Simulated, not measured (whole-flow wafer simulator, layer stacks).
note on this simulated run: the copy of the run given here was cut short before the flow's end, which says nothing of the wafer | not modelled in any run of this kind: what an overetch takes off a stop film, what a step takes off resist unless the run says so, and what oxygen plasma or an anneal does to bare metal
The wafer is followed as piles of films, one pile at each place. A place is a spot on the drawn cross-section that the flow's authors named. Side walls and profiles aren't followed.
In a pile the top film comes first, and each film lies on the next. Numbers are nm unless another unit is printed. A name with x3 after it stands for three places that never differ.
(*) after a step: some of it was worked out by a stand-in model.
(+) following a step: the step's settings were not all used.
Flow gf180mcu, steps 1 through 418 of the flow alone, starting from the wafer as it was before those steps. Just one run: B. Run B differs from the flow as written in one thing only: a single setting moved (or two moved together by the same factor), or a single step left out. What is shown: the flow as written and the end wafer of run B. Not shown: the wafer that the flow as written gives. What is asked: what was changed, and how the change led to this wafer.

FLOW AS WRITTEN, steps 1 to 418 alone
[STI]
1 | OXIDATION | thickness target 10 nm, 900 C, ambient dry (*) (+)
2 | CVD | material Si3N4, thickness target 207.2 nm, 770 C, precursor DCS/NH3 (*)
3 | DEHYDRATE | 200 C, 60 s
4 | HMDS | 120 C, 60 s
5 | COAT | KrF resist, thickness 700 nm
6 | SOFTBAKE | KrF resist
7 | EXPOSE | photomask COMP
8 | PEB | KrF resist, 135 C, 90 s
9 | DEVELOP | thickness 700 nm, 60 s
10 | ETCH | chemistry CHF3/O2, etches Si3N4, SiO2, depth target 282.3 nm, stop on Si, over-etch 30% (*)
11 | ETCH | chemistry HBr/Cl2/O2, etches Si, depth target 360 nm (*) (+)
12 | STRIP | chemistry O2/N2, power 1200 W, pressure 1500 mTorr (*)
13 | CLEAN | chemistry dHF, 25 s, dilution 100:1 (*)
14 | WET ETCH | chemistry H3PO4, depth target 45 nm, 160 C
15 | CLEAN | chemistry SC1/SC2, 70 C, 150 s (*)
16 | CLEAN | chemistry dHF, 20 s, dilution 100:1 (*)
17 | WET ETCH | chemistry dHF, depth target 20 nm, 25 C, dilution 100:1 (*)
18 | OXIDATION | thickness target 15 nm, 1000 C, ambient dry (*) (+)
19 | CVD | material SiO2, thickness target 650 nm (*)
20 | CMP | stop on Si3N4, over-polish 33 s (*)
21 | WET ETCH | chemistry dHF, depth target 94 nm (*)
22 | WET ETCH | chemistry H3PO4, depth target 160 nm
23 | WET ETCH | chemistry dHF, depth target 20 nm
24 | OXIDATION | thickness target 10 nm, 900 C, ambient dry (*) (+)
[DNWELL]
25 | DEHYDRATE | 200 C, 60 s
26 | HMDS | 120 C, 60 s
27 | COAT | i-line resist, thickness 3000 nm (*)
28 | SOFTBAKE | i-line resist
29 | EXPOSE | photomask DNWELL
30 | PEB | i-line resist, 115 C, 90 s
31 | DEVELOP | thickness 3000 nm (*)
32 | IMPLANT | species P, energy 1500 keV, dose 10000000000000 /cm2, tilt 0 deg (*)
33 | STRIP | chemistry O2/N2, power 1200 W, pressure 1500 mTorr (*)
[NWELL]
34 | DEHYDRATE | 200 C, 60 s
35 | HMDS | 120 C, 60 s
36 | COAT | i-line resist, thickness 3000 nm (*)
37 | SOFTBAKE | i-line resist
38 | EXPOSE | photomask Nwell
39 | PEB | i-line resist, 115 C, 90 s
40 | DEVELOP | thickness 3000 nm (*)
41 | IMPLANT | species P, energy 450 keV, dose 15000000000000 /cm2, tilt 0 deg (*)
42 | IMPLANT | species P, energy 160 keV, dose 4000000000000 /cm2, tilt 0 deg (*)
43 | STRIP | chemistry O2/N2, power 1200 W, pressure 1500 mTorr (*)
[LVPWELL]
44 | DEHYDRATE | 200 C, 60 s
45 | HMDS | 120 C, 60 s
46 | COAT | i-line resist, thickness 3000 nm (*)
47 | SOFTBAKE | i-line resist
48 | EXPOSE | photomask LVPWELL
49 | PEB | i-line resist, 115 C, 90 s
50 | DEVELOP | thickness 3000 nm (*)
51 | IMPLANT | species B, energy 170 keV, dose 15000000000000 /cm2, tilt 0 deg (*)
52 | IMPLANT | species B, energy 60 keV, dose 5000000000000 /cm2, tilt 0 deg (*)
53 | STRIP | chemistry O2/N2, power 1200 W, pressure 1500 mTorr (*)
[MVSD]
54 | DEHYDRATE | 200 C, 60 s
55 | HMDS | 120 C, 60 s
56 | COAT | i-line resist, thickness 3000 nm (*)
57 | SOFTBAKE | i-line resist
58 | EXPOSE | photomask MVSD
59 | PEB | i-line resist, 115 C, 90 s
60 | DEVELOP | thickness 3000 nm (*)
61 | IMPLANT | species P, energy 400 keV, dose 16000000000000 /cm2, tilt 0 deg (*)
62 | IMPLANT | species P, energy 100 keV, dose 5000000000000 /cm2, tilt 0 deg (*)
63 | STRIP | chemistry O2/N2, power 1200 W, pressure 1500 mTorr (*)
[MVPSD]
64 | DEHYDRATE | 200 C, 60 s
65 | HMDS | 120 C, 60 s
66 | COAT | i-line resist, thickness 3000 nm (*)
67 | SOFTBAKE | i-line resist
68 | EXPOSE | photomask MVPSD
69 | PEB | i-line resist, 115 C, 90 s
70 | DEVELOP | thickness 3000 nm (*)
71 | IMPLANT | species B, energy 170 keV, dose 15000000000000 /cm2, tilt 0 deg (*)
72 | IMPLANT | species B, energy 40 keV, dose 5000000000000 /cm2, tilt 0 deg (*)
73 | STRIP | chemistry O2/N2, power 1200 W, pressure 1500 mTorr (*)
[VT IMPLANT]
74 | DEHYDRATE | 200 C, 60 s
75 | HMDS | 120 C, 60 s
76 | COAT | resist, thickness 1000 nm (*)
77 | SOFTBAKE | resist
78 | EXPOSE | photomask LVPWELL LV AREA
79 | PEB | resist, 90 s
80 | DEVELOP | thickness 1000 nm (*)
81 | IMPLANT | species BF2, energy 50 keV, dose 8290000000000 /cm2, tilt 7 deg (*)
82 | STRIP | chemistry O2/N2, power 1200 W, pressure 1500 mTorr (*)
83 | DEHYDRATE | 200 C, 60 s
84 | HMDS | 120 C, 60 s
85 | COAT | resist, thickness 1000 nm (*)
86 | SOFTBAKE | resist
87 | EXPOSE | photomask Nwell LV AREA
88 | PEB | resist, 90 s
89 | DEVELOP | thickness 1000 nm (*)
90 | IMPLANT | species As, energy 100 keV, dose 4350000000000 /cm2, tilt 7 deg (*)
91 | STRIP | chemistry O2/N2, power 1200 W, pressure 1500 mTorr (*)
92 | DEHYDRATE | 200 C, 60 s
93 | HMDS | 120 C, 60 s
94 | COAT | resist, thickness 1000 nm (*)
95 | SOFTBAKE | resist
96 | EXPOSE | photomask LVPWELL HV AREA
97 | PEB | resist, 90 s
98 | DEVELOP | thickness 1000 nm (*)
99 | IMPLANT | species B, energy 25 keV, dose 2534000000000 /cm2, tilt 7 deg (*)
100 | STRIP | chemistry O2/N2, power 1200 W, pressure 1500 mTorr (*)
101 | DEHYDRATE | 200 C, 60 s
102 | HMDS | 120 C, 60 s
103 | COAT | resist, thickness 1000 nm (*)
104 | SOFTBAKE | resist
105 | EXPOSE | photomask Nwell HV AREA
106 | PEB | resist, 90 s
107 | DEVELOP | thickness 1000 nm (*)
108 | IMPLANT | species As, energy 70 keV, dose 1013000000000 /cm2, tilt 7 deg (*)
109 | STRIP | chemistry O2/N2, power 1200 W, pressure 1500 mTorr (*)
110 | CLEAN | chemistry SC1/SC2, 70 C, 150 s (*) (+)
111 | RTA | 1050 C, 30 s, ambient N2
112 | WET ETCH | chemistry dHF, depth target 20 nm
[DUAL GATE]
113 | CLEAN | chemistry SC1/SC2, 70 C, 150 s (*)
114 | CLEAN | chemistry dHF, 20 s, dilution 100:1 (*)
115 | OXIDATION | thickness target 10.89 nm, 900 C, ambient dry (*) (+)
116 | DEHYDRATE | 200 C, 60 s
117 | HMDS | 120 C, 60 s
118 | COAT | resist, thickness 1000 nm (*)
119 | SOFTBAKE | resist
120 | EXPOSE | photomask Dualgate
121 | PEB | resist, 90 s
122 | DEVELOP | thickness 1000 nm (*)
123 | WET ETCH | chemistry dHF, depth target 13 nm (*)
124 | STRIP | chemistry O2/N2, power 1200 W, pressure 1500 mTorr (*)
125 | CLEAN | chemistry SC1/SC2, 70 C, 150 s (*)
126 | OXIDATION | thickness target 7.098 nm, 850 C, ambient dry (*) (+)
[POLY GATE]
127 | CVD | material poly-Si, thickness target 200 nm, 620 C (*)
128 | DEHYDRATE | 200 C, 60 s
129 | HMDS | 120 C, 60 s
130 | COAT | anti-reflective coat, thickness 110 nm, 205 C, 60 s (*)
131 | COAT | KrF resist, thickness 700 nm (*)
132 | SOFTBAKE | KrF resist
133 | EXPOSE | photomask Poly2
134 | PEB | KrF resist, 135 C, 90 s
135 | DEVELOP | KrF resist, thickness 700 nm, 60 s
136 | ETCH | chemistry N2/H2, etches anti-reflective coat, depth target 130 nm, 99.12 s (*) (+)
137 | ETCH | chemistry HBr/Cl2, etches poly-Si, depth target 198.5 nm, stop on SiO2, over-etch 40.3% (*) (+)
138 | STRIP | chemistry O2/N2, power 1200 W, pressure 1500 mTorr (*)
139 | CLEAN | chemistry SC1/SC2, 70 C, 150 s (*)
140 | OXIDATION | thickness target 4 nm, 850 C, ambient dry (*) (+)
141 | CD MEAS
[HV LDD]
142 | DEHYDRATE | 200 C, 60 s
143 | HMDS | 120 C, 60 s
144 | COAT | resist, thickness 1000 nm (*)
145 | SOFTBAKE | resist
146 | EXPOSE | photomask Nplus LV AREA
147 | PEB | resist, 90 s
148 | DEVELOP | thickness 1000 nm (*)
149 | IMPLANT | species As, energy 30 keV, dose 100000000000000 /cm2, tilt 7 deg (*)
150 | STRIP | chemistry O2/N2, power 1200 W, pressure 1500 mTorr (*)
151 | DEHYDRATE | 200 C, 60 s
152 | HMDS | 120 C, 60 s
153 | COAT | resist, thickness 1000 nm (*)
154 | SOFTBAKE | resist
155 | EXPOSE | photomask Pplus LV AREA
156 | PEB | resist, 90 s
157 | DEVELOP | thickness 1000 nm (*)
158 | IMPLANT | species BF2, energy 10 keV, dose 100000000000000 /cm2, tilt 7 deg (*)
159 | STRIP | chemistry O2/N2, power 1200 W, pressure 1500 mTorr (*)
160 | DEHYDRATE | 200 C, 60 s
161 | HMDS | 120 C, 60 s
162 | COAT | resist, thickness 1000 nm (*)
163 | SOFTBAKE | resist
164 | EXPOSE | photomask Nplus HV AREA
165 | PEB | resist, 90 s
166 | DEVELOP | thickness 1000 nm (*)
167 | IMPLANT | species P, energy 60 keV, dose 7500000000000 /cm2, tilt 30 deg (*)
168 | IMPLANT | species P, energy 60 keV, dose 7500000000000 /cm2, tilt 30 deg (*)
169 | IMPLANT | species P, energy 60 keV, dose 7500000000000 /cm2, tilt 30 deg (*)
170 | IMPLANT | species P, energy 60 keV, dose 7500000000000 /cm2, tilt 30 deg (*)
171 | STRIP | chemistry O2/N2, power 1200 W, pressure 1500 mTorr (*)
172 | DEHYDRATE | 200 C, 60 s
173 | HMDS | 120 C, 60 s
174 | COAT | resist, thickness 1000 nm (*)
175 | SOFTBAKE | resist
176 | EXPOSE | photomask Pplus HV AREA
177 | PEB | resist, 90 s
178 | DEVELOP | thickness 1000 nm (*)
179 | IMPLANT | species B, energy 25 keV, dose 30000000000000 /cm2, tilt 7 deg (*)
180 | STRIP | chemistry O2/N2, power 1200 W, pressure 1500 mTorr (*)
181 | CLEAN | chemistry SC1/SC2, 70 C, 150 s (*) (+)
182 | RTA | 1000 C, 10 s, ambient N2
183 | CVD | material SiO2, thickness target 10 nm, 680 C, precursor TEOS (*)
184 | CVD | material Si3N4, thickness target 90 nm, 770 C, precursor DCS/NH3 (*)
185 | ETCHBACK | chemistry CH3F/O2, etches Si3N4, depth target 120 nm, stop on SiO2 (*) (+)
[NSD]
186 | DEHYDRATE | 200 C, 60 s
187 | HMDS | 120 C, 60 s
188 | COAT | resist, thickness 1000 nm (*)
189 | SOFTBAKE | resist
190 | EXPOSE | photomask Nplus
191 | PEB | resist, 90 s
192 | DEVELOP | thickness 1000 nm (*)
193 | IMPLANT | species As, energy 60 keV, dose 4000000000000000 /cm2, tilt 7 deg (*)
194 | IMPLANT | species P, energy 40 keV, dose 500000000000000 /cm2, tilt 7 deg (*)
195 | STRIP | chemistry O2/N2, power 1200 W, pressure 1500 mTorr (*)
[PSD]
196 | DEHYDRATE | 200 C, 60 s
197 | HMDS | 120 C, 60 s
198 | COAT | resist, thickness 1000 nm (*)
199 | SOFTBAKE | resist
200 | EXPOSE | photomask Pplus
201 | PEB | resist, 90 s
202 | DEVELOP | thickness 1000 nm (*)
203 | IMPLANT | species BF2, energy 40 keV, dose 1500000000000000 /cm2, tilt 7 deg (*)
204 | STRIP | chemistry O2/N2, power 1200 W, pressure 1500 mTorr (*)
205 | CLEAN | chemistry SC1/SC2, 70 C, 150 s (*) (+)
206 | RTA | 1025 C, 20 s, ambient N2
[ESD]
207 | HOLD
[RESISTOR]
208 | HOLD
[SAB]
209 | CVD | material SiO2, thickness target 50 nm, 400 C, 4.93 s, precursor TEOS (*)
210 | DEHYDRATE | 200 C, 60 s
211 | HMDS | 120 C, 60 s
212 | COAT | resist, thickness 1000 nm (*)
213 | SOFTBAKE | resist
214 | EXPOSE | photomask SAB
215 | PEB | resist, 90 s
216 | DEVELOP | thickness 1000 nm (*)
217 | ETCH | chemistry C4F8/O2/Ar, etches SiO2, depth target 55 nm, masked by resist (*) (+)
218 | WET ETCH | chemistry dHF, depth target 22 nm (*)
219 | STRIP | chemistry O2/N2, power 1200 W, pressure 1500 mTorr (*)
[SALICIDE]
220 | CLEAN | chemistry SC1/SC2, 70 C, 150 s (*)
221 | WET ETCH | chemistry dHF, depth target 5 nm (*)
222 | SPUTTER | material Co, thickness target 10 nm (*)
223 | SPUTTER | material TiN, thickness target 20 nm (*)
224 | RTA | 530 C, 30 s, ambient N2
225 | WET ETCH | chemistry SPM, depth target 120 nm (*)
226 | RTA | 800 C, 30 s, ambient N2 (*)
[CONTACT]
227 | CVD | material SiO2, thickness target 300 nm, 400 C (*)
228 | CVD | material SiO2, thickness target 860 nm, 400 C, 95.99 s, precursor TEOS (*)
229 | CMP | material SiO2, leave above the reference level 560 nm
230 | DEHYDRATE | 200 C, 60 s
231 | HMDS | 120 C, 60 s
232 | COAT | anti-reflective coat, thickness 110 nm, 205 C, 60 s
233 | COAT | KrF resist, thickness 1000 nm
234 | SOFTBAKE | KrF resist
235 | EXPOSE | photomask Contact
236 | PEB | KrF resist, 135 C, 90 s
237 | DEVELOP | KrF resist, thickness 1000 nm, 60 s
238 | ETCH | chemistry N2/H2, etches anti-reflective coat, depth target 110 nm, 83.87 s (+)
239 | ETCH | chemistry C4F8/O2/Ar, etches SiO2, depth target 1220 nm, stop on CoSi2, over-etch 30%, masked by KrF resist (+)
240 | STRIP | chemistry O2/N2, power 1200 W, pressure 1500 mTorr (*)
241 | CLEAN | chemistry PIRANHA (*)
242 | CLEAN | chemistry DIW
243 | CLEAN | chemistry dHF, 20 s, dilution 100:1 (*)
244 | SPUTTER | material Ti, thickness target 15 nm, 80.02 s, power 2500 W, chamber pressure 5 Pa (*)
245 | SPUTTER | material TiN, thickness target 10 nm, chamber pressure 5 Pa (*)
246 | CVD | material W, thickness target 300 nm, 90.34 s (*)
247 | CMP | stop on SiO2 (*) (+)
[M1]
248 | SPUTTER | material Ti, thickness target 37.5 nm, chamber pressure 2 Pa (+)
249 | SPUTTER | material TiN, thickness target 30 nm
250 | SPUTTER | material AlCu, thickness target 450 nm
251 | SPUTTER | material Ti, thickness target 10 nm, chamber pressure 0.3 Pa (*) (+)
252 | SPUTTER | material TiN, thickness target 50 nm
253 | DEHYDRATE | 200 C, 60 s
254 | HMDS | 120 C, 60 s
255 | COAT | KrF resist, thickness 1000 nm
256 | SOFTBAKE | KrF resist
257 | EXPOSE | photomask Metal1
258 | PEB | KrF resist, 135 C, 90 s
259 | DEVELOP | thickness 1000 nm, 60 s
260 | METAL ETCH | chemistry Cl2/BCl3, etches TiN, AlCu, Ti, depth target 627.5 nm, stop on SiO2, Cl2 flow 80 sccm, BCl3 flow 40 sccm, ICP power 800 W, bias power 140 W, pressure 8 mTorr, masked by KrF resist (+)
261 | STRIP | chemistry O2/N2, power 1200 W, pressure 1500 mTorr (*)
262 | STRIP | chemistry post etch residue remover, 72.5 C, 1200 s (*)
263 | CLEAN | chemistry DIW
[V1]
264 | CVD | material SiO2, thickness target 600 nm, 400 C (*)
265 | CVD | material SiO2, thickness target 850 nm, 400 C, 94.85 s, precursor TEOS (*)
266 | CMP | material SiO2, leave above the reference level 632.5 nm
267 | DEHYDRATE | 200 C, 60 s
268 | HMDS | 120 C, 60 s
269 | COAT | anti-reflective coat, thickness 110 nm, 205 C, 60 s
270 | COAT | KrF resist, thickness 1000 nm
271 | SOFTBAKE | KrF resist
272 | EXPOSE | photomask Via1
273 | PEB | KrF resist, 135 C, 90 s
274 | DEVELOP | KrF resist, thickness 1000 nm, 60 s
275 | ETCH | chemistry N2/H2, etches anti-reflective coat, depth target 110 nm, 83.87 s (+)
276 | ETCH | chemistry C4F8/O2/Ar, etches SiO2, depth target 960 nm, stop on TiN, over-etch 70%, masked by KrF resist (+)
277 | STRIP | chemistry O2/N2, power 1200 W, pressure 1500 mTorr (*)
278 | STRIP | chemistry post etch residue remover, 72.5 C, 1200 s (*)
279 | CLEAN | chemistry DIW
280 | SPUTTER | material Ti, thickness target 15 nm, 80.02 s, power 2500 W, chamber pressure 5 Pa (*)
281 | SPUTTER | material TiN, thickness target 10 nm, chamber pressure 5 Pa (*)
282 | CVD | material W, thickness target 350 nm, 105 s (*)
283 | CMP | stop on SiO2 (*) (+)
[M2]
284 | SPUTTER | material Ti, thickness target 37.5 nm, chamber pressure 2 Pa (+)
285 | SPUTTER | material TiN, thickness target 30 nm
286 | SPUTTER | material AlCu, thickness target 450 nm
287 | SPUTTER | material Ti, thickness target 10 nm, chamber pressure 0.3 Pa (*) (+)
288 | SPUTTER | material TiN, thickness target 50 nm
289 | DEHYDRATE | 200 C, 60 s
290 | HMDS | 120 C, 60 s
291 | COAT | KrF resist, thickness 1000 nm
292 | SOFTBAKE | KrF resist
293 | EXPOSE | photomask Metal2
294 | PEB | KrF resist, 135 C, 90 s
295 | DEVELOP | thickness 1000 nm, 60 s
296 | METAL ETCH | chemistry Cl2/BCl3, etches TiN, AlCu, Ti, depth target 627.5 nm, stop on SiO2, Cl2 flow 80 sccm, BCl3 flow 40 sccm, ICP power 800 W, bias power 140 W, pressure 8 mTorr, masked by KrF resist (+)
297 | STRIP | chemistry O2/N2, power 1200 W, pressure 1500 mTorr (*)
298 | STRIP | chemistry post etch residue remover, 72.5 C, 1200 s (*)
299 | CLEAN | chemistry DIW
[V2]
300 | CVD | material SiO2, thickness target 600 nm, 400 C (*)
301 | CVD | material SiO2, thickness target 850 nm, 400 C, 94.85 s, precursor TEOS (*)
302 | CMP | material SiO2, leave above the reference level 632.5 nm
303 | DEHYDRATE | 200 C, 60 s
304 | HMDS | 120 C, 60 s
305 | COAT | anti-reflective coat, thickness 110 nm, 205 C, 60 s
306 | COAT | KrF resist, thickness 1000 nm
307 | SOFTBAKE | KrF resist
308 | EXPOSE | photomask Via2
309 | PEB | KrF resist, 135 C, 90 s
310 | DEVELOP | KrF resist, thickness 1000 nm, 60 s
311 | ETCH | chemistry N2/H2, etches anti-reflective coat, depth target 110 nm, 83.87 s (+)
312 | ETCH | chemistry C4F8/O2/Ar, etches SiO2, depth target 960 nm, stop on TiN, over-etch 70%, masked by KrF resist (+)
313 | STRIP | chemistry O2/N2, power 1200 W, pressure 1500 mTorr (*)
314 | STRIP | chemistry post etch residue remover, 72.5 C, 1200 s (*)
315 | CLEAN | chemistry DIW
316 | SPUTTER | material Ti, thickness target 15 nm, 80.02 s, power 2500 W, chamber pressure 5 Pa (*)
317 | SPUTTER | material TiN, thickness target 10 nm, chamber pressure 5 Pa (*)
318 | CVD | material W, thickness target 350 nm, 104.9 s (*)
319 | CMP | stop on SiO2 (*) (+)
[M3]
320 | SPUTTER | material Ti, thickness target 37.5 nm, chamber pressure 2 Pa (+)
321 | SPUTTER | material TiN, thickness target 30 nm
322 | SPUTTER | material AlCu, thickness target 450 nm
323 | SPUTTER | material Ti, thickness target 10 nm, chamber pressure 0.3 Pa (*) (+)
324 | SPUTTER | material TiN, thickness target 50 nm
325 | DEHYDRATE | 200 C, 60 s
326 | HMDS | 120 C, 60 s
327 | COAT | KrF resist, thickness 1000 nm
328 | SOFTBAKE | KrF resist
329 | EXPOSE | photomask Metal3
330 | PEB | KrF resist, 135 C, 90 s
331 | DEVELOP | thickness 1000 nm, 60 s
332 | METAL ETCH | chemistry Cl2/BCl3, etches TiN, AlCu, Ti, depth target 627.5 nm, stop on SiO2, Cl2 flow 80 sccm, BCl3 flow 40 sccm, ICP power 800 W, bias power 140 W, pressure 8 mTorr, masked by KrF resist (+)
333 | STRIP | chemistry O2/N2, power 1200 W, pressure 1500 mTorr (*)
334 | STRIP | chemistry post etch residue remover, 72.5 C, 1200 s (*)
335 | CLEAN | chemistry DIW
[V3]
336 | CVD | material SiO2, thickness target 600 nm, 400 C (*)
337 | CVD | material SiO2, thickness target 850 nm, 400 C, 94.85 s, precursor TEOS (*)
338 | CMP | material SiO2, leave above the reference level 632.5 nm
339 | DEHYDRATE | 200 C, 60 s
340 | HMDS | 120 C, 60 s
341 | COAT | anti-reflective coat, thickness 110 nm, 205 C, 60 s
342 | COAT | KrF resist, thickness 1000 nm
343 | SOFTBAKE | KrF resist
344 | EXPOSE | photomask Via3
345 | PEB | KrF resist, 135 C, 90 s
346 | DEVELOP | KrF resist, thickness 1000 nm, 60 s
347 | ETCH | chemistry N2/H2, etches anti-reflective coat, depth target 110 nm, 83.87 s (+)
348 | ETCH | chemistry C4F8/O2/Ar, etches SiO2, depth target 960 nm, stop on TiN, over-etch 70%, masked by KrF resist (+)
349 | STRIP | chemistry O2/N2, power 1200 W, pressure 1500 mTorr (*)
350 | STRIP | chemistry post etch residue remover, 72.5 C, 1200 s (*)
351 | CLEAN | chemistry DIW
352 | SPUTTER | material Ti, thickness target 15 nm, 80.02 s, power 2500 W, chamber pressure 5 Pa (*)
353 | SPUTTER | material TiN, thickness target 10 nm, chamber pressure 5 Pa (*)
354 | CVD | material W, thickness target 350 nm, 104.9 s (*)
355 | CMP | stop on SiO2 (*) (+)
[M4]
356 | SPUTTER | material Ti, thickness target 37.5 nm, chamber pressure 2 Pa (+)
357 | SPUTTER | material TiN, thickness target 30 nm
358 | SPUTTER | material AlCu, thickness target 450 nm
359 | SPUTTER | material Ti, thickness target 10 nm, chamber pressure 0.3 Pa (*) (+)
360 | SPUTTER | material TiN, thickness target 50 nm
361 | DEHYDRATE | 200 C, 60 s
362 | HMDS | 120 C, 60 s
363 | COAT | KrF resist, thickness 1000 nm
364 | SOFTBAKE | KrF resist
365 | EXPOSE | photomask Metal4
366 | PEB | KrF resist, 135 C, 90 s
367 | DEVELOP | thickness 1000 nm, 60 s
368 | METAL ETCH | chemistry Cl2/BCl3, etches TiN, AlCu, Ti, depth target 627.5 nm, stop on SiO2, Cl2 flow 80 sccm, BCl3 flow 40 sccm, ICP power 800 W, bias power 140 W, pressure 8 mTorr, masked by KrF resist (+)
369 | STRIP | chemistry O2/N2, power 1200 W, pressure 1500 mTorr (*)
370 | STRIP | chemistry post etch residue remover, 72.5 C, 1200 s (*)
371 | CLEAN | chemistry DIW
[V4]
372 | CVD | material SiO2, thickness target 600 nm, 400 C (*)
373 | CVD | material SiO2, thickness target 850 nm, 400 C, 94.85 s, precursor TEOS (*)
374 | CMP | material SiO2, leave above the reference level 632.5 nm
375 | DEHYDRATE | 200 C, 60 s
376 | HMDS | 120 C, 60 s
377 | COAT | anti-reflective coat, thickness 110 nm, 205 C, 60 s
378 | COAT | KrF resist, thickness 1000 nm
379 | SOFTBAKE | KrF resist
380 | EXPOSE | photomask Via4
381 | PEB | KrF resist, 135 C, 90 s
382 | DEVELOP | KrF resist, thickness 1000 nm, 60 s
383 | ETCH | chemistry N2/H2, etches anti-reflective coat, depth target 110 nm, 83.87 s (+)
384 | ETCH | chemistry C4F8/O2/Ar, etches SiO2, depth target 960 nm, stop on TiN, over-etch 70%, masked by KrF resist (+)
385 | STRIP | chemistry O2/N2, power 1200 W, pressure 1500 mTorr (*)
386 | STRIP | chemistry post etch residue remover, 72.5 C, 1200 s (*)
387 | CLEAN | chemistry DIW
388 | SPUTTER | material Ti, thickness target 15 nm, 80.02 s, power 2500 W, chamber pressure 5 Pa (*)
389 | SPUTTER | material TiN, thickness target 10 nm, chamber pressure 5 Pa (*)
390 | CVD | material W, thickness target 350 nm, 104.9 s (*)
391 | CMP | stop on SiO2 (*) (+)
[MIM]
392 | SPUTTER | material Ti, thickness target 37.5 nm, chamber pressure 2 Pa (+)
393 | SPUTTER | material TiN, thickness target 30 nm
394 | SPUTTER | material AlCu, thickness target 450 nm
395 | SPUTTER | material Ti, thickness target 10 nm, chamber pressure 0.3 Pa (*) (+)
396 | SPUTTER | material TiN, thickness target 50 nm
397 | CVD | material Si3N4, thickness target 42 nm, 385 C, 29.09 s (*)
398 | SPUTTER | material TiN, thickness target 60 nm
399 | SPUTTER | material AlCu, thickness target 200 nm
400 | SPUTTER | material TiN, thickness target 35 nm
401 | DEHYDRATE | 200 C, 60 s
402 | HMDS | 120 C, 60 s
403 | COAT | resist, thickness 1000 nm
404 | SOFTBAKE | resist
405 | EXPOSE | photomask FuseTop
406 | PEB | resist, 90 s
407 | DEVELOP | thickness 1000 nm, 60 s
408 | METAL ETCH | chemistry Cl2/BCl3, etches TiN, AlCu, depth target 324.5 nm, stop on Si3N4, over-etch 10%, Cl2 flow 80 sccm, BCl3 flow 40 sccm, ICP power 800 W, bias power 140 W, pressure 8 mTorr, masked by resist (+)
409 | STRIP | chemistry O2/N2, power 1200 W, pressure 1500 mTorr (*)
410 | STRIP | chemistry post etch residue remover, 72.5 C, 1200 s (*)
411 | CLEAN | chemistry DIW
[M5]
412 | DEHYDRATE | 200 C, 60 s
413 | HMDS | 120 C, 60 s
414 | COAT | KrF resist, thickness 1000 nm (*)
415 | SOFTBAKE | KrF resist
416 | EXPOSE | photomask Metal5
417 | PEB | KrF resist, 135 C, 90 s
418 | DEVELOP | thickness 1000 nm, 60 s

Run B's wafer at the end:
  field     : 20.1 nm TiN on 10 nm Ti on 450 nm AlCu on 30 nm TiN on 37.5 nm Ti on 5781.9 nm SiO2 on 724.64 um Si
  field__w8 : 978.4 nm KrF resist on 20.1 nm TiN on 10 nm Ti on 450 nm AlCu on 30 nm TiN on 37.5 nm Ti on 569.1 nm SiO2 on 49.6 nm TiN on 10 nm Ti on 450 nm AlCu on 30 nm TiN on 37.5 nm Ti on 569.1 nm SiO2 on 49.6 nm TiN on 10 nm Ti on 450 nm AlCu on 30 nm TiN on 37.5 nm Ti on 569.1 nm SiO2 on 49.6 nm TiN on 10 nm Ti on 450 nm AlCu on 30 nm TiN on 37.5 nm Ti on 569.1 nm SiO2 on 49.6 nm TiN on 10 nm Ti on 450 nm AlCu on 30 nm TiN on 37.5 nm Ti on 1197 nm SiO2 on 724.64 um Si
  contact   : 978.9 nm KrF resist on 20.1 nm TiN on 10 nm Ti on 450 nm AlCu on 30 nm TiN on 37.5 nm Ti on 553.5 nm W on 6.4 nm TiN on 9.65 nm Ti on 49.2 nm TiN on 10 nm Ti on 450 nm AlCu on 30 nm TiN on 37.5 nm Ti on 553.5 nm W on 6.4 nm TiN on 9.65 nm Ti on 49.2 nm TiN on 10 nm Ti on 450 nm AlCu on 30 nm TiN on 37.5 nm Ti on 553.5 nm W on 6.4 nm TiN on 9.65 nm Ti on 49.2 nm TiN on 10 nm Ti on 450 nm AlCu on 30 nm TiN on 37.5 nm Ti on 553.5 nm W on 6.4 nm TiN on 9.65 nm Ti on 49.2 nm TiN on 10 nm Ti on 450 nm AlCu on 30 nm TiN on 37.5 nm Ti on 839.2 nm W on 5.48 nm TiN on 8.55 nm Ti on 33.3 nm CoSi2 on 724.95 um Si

What caused this: step 397, CVD: material Si3N4, thickness target 42 nm, 385 C, 29.09 s (*), was skipped.

Step by step, how the change led to this:
  398 | SPUTTER | material TiN, thickness target 60 nm
      field, field__w1, field__w2 and 108 more: +60 TiN (as written it would have been: +60 TiN (new film))
  408 | METAL ETCH | chemistry Cl2/BCl3, etches TiN, AlCu, depth target 324.5 nm, stop on Si3N4, over-etch 10%, Cl2 flow 80 sccm, BCl3 flow 40 sccm, ICP power 800 W, bias power 140 W, pressure 8 mTorr, masked by resist (+)
      field, field__w1, field__w2 and 107 more: -35 TiN (all of it), -200 AlCu (all of it), -89.5 TiN (as written it would have been: -35 TiN (all of it), -200 AlCu (all of it), -60 TiN (all of it))
  414 | COAT | KrF resist, thickness 1000 nm (*)
      mim: +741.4 KrF resist (new film) (as written it would have been: +763.7 KrF resist (new film))
